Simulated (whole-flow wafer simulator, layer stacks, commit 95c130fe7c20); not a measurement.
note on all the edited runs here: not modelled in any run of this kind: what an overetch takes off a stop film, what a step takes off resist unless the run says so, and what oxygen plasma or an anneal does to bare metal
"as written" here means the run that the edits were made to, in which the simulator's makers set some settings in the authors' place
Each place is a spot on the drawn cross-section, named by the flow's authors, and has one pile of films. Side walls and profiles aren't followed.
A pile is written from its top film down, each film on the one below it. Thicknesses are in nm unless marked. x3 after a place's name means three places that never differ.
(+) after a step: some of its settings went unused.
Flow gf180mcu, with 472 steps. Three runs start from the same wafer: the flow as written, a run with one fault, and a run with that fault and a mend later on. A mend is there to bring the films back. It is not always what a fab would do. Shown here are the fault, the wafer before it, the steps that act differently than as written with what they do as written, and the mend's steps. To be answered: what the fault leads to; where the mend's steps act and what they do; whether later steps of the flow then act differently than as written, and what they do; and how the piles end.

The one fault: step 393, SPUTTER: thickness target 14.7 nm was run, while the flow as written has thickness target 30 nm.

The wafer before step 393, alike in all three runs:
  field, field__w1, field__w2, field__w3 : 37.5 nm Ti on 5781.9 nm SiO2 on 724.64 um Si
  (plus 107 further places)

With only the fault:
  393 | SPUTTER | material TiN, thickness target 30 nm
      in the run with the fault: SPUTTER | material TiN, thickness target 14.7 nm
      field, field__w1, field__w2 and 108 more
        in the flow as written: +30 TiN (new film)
        in the run with the fault: +14.7 TiN (new film)
  Steps later in the flow that act otherwise than as written (not shown: 1 more step that differs only slightly, by at most 2% or 0.5 nm, whichever is larger):
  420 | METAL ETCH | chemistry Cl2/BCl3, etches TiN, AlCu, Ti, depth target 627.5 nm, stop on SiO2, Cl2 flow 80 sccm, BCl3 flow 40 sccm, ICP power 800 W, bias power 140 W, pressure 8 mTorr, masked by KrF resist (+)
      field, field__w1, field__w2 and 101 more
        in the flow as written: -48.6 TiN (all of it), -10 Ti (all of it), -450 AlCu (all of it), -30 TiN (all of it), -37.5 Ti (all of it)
        in the run with the fault: -48.6 TiN (all of it), -10 Ti (all of it), -450 AlCu (all of it), -14.7 TiN (all of it), -37.5 Ti (all of it)
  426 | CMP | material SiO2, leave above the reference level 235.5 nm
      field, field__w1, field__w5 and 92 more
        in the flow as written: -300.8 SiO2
        in the run with the fault: -316.1 SiO2
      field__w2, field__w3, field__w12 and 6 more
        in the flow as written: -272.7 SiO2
        in the run with the fault: -288.7 SiO2
  The piles end different from the flow's at field__w4, field__w8, contact, m1, m1__w1, mim, mim_1p0, m1_nw by more than 2% or 0.5 nm, whichever is larger.
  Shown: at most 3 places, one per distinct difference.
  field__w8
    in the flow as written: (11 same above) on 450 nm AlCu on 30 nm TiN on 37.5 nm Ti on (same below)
    in the run with the fault: (11 same above) on 450 nm AlCu on 14.7 nm TiN on 37.5 nm Ti on (same below)
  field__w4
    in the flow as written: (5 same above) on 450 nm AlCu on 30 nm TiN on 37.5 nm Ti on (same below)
    in the run with the fault: (5 same above) on 450 nm AlCu on 14.7 nm TiN on 37.5 nm Ti on (same below)
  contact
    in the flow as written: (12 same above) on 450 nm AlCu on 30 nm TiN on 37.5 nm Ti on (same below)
    in the run with the fault: (12 same above) on 450 nm AlCu on 14.7 nm TiN on 37.5 nm Ti on (same below)

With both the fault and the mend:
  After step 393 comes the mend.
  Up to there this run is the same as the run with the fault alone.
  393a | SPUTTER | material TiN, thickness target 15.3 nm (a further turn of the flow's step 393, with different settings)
      field, field__w1, field__w2 and 108 more
        +15.3 TiN
  Every later step of the flow that is run acts as written at every place that is followed.
  The piles end the same as the flow's at every place that both follow.
